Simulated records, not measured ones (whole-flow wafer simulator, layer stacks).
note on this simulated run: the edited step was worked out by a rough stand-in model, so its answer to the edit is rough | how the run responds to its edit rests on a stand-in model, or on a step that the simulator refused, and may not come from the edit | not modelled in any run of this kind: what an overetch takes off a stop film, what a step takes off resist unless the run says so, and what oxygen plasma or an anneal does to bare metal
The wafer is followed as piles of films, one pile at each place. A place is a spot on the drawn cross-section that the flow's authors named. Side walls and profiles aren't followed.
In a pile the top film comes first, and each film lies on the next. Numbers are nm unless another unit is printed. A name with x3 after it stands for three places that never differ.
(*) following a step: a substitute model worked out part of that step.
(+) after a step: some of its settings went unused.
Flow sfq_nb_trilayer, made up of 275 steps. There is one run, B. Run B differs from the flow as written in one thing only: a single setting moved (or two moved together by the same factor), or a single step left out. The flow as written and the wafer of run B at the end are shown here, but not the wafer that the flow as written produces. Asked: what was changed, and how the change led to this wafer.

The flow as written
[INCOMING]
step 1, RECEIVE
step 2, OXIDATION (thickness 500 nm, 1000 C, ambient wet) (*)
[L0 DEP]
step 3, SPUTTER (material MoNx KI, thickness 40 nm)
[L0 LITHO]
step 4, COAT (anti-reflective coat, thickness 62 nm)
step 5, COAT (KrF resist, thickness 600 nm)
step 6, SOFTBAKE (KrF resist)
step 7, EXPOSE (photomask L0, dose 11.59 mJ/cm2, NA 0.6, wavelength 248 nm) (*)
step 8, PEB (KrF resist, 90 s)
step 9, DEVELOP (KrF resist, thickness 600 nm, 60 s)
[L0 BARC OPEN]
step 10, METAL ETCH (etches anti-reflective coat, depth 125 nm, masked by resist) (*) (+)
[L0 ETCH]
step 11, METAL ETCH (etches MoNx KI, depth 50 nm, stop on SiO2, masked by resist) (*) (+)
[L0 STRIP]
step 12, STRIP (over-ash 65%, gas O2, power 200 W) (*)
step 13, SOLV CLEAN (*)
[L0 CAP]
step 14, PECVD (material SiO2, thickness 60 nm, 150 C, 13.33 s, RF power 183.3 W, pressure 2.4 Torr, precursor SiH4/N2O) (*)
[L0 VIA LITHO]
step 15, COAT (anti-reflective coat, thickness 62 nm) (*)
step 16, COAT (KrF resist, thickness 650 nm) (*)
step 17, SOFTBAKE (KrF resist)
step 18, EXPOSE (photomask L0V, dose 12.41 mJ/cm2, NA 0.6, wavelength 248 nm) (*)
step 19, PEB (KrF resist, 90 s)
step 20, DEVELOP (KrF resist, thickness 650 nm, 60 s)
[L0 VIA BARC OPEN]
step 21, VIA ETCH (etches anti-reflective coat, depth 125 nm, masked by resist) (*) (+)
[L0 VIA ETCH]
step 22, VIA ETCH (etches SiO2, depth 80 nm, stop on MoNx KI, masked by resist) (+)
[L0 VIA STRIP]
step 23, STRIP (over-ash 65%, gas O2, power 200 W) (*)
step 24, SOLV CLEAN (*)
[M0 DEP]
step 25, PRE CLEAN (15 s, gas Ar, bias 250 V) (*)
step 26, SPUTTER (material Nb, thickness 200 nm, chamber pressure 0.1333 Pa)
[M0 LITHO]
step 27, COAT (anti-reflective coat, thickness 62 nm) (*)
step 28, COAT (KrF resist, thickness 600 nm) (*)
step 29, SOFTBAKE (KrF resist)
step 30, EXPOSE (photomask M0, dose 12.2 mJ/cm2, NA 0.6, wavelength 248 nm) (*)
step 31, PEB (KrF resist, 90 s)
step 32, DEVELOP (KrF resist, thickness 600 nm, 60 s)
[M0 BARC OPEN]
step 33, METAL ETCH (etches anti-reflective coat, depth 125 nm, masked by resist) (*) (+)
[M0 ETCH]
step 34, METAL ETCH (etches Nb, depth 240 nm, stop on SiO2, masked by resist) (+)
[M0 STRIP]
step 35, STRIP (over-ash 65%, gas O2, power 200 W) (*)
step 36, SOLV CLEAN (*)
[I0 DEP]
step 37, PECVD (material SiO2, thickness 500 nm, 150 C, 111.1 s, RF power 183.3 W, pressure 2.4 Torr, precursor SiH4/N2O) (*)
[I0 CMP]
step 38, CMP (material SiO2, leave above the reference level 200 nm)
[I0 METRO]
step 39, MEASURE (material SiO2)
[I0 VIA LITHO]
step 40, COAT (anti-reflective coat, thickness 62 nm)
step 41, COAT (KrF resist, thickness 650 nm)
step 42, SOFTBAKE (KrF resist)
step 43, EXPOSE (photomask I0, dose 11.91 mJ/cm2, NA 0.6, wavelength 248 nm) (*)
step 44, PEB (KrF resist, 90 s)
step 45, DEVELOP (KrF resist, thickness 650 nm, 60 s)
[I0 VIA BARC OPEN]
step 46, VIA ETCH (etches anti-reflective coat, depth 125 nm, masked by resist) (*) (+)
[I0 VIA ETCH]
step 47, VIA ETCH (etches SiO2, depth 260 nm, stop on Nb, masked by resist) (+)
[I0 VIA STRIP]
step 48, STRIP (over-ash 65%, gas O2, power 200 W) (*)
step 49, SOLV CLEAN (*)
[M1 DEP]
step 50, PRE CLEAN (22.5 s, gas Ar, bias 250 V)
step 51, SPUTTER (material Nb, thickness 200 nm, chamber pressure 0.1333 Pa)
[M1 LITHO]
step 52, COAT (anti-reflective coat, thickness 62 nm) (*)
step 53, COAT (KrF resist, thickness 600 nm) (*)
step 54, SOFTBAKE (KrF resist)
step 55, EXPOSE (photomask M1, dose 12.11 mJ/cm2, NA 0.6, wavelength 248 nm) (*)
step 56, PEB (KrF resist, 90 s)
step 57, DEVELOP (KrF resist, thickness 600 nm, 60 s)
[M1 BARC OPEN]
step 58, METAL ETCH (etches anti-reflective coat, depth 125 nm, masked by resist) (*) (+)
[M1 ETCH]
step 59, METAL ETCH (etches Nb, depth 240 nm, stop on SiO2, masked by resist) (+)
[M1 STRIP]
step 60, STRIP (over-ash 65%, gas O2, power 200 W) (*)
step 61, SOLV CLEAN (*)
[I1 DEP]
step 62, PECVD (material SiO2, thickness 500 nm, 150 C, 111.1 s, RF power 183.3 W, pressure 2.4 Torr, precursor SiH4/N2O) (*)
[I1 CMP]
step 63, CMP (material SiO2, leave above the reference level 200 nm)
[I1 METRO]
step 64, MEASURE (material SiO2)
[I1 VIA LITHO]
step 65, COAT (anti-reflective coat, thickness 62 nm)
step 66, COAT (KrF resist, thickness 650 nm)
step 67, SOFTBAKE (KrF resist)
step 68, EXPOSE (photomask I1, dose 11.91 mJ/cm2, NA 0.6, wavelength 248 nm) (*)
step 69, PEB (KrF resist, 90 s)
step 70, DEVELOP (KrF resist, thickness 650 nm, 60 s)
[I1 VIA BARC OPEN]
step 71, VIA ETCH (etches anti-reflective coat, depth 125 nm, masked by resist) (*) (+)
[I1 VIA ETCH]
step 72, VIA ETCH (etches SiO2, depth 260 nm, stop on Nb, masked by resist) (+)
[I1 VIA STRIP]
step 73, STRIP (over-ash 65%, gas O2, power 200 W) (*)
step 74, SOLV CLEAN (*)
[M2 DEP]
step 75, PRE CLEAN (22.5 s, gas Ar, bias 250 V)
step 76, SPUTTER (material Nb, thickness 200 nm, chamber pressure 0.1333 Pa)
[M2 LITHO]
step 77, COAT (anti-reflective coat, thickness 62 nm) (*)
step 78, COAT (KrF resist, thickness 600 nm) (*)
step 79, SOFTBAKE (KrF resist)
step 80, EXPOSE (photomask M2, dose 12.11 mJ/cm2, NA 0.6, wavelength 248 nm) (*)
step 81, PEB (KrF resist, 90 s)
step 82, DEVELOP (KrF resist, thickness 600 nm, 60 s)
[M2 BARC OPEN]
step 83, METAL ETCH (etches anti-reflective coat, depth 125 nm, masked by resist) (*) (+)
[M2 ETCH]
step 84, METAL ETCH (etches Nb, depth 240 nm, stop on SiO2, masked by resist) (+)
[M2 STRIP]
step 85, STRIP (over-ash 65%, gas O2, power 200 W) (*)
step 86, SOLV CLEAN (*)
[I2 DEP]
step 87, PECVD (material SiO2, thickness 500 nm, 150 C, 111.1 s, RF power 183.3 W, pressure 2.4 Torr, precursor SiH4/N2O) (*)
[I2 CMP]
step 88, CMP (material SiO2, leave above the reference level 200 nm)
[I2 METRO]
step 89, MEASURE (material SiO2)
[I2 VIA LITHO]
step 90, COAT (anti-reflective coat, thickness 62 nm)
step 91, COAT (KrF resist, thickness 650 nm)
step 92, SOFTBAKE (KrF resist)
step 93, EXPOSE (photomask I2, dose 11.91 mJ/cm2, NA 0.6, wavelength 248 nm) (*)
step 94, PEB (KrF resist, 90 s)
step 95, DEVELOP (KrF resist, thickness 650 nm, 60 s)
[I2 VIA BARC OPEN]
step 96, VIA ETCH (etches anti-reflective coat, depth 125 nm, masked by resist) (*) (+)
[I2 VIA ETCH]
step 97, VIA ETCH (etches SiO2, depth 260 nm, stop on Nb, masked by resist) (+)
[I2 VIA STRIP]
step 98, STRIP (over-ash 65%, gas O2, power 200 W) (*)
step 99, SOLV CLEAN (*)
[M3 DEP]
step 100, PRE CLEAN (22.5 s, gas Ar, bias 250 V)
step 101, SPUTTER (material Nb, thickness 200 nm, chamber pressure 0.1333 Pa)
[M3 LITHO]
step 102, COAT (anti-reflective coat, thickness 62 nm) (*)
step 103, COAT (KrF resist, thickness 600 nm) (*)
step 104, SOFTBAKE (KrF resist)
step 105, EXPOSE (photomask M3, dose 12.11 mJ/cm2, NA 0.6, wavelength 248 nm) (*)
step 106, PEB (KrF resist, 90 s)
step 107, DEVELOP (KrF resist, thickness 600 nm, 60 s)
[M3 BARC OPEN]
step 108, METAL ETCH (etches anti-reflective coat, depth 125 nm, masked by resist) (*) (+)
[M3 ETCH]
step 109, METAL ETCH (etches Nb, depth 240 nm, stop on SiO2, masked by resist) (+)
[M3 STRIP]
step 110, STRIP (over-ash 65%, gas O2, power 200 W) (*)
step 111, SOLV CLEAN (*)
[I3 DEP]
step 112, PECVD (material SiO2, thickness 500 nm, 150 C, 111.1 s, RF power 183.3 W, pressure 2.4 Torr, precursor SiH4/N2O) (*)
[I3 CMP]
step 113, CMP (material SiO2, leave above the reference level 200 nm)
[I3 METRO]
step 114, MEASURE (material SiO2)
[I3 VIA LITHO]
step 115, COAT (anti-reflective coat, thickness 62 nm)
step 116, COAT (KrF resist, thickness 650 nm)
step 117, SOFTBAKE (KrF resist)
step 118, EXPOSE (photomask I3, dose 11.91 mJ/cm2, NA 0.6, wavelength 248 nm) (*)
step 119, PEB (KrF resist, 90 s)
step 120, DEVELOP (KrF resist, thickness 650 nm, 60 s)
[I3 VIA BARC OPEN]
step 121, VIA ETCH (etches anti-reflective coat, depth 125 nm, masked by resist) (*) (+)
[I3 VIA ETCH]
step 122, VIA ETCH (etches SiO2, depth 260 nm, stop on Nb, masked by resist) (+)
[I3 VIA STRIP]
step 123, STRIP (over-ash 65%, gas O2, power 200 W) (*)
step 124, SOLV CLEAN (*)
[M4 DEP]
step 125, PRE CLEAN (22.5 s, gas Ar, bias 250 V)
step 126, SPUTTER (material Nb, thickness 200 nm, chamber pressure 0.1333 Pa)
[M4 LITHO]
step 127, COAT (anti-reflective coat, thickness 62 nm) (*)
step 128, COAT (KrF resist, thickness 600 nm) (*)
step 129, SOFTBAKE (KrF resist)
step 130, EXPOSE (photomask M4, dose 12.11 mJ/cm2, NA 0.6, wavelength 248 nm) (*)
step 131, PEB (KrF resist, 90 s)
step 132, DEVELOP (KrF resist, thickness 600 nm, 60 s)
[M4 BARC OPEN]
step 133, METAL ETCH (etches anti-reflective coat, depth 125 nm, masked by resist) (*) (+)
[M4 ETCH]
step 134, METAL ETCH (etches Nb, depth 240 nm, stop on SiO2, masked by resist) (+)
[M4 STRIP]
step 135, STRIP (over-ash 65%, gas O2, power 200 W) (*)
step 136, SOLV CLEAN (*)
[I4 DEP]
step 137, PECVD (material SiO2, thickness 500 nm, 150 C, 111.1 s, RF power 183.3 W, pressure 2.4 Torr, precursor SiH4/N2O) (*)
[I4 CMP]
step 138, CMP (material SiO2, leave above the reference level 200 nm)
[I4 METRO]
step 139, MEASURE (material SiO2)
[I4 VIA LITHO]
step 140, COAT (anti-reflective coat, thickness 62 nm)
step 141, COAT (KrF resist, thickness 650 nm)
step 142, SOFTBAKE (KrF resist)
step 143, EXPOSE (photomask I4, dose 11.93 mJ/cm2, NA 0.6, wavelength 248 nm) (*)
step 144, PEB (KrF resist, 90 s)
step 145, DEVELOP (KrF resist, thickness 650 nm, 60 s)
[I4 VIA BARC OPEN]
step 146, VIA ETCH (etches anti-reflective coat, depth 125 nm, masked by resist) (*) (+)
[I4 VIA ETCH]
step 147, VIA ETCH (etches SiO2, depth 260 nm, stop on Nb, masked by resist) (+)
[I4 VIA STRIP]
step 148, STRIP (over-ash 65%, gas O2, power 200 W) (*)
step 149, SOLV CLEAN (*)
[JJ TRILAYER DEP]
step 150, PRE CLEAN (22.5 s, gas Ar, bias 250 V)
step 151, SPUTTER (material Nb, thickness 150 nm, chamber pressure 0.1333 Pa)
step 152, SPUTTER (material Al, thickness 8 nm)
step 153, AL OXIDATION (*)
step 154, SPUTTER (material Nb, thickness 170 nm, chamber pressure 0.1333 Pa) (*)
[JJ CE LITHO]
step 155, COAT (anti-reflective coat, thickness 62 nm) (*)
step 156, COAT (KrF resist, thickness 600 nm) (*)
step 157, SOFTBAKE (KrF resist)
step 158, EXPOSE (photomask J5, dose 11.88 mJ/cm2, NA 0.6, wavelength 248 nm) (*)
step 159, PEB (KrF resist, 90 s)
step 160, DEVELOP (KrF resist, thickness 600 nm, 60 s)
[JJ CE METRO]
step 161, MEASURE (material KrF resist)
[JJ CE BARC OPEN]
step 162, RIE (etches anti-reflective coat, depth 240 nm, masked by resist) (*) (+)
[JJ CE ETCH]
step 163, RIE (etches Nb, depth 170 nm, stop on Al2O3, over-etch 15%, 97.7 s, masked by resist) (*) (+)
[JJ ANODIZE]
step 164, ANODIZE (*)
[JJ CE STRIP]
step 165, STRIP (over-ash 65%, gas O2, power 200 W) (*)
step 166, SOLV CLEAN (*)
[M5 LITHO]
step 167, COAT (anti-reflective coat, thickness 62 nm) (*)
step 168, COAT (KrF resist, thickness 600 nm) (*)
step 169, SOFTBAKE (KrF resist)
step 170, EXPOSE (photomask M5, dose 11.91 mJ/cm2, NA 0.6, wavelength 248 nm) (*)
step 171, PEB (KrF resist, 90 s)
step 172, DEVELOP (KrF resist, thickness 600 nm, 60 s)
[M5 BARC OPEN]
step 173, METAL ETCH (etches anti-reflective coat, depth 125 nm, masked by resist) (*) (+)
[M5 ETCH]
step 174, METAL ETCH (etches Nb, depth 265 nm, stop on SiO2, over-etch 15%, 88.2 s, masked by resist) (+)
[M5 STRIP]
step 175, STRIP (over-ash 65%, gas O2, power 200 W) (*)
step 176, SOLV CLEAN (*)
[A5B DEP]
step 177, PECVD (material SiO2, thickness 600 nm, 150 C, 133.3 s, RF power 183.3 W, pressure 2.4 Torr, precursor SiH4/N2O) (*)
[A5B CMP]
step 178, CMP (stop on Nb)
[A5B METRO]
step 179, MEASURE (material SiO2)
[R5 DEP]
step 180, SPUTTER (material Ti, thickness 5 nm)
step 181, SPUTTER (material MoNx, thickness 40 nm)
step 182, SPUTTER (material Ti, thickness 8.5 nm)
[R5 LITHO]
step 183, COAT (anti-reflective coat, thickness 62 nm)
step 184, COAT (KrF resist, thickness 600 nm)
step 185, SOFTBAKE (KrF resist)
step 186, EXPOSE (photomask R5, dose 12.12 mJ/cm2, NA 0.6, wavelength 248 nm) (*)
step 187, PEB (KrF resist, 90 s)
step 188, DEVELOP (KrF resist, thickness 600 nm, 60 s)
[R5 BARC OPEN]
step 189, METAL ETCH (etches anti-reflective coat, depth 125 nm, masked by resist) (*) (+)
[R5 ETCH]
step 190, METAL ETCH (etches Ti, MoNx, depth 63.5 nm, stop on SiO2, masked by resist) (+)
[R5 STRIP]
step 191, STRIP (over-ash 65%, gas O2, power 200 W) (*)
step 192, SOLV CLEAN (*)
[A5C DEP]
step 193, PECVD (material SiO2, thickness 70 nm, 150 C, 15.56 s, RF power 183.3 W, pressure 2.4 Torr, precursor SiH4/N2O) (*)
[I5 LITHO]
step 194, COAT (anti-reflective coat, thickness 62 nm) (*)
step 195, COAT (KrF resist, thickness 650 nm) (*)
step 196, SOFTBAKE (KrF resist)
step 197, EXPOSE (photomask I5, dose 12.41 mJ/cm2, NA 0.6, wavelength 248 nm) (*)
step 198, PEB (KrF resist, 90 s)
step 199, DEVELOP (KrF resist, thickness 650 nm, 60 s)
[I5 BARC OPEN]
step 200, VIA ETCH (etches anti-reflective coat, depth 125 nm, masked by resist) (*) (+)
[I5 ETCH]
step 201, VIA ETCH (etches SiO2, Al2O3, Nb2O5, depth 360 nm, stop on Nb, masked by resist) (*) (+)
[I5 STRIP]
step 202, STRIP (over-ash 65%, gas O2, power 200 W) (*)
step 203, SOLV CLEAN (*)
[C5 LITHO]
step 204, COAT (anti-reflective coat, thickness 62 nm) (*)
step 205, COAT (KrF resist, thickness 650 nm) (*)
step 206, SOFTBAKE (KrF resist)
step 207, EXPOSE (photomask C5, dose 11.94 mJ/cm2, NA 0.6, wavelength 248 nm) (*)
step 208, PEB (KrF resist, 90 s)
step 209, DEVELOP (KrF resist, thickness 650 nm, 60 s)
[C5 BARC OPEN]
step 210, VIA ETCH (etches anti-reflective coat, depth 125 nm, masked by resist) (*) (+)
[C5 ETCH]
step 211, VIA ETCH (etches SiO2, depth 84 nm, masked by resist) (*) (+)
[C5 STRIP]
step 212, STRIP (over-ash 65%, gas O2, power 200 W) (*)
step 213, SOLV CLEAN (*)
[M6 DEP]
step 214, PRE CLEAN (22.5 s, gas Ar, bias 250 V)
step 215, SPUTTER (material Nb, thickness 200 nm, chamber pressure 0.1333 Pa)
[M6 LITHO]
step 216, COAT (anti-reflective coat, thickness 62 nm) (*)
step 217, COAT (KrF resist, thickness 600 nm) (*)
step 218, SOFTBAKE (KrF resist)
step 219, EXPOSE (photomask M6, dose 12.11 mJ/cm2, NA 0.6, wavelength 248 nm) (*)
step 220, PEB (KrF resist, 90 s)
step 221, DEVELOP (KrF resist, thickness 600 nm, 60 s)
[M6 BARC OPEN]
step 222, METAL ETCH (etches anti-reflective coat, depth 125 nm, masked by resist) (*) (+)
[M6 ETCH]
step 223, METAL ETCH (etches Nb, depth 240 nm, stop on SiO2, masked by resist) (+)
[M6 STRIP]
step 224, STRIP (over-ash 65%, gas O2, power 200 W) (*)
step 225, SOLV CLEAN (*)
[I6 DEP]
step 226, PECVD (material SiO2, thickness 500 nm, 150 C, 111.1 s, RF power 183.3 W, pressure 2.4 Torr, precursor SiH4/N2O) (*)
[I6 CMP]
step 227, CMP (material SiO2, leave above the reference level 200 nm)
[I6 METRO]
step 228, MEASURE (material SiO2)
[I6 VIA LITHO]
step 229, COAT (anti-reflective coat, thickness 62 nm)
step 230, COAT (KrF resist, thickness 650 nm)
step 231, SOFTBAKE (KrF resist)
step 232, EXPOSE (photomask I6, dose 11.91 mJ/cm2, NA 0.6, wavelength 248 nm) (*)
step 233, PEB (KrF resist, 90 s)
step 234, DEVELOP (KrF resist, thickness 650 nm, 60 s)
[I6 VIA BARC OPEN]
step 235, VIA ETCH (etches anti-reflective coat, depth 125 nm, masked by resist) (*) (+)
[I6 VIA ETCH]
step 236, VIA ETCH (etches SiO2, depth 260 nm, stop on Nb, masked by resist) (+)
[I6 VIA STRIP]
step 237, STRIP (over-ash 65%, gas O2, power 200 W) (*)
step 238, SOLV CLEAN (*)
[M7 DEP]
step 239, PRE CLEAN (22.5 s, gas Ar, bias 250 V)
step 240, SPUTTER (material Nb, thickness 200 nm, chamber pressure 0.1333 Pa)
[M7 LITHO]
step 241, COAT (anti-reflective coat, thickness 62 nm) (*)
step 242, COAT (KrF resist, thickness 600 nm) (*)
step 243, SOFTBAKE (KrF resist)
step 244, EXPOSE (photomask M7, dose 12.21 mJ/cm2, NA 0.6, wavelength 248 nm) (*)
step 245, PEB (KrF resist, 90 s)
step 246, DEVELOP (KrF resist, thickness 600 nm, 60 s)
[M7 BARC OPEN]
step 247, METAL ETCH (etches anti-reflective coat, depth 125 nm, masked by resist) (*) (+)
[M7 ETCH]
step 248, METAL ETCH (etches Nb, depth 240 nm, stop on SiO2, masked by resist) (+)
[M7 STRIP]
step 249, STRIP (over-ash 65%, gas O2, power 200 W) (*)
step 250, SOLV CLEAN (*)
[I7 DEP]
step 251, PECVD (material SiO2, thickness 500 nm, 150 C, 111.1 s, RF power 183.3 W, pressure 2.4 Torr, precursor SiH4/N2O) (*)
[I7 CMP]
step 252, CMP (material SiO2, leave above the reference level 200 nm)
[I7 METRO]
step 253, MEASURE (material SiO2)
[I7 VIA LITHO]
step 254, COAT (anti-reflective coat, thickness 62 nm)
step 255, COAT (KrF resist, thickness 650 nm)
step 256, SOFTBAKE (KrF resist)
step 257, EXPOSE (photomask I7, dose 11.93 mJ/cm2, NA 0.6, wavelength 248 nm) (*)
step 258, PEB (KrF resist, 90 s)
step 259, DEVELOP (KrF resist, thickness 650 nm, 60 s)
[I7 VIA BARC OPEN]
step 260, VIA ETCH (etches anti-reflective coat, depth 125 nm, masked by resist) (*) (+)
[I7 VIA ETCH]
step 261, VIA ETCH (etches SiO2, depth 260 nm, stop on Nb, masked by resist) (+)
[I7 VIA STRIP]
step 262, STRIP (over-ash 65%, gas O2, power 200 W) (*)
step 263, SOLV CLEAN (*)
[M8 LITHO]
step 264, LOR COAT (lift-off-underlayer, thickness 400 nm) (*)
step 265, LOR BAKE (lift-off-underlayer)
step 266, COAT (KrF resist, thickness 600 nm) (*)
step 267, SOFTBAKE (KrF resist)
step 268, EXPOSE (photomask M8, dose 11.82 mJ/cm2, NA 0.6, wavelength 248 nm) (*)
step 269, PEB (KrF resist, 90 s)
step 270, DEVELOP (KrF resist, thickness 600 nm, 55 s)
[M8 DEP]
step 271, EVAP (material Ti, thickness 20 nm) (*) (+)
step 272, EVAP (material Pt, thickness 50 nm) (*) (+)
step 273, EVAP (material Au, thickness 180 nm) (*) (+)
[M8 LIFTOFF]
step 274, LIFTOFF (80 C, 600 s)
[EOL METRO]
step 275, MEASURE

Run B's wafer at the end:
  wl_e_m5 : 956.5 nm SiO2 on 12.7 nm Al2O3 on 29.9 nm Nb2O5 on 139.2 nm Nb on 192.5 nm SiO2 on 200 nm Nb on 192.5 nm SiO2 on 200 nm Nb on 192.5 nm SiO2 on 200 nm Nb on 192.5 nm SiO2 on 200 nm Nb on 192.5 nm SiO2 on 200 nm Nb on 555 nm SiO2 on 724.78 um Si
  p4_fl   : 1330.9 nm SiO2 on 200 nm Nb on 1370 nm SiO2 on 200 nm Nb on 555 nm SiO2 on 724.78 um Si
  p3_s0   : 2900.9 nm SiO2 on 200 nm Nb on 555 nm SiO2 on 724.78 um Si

Cause: step 251, PECVD: thickness 355 nm was run, while the flow as written has thickness 500 nm; step 251, PECVD: 78.89 s was run, where the flow has 111.1 s.

Step by step, how the change led to this:
  step 251, PECVD (material SiO2, thickness 500 nm, 150 C, 111.1 s, RF power 183.3 W, pressure 2.4 Torr, precursor SiH4/N2O) (*)
      field_l, p4_fl, p4_fm and 56 more: SiO2 gains 355 (it would be, as written: SiO2 gains 500)
      v_sur, via_wl, via_w and 37 more: SiO2 gains 355 (new film) (it would be, as written: SiO2 gains 500 (new film))
      (and at 7 other places as well)
  step 252, CMP (material SiO2, leave above the reference level 200 nm)
      field_l, p4_fl, p4_fm and 56 more: nothing (it would be, as written: SiO2 loses 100)
      field_r, lsp_l: nothing (it would be, as written: SiO2 loses 77.7)
      (and at 45 other places as well)
  step 254, COAT (anti-reflective coat, thickness 62 nm)
      gap, jj_sur, ce_l, c5j, ce_r, sp_r: anti-reflective coat gains 60 (new film) (it would be, as written: anti-reflective coat gains 62 (new film))
      be, be_sur, be_r, r_sur: anti-reflective coat gains 59.9 (new film) (it would be, as written: anti-reflective coat gains 62 (new film))
      (and at 65 other places as well)
  step 255, COAT (KrF resist, thickness 650 nm)
      lsp_m, ln_m6: KrF resist gains 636 (new film) (it would be, as written: KrF resist gains 650 (new film))
      v_sur: KrF resist gains 636.7 (new film) (it would be, as written: KrF resist gains 650 (new film))
      (and at 6 other places as well)
  step 259, DEVELOP (KrF resist, thickness 650 nm, 60 s)
      via_wl: KrF resist loses 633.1 (all of it) (it would be, as written: KrF resist loses 648.6 (all of it))
  step 260, VIA ETCH (etches anti-reflective coat, depth 125 nm, masked by resist) (*) (+)
      field_l, v_sur, via_sp and 100 more: KrF resist loses 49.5 (it would be, as written: KrF resist loses 51.7)
      via_wl, via_w: anti-reflective coat loses 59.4 (all of it), SiO2 loses 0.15 (it would be, as written: anti-reflective coat loses 62 (all of it), SiO2 loses 0.16)
      (and at 1 other place as well)
  step 262, STRIP (over-ash 65%, gas O2, power 200 W) (*)
      gap, jj_sur, ce_l, c5j, ce_r: KrF resist loses 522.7 (all of it), anti-reflective coat loses 60 (all of it) (it would be, as written: KrF resist loses 528.6 (all of it), anti-reflective coat loses 62 (all of it))
      m0r_line_l x2, m6r_line_l x2: KrF resist loses 539.1 (all of it), anti-reflective coat loses 63.3 (all of it) (it would be, as written: KrF resist loses 528.6 (all of it), anti-reflective coat loses 62 (all of it))
      (and at 64 other places as well)
  step 264, LOR COAT (lift-off-underlayer, thickness 400 nm) (*)
      m0r_line_l x2, m6r_line_l x2: lift-off-underlayer gains 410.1 (new film) (it would be, as written: lift-off-underlayer gains 400 (new film))
      m0r_space_l x2, m6r_space_l x2: lift-off-underlayer gains 413.3 (new film) (it would be, as written: lift-off-underlayer gains 400 (new film))
      (and at 44 other places as well)
  step 270, DEVELOP (KrF resist, thickness 600 nm, 55 s)
      field_l: KrF resist loses 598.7 (all of it), lift-off-underlayer loses 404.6 (all of it) (it would be, as written: KrF resist loses 593.7 (all of it), lift-off-underlayer loses 388.2 (all of it))
      v_sur: KrF resist loses 601.5 (all of it), lift-off-underlayer loses 354.7 (all of it) (it would be, as written: KrF resist loses 607.3 (all of it), lift-off-underlayer loses 369.4 (all of it))
      (and at 7 other places as well)
  step 274, LIFTOFF (80 C, 600 s)
      m0r_line_l x2, m6r_line_l x2: Au loses 180 (all of it), Pt loses 50 (all of it), Ti loses 20 (all of it), KrF resist loses 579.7 (all of it), lift-off-underlayer loses 410.1 (all of it) (it would be, as written: Au loses 180 (all of it), Pt loses 50 (all of it), Ti loses 20 (all of it), KrF resist loses 576.2 (all of it), lift-off-underlayer loses 400 (all of it))
      m0r_space_l x2, m6r_space_l x2: Au loses 180 (all of it), Pt loses 50 (all of it), Ti loses 20 (all of it), KrF resist loses 577.1 (all of it), lift-off-underlayer loses 413.3 (all of it) (it would be, as written: Au loses 180 (all of it), Pt loses 50 (all of it), Ti loses 20 (all of it), KrF resist loses 576.2 (all of it), lift-off-underlayer loses 400 (all of it))
      (and at 35 other places as well)
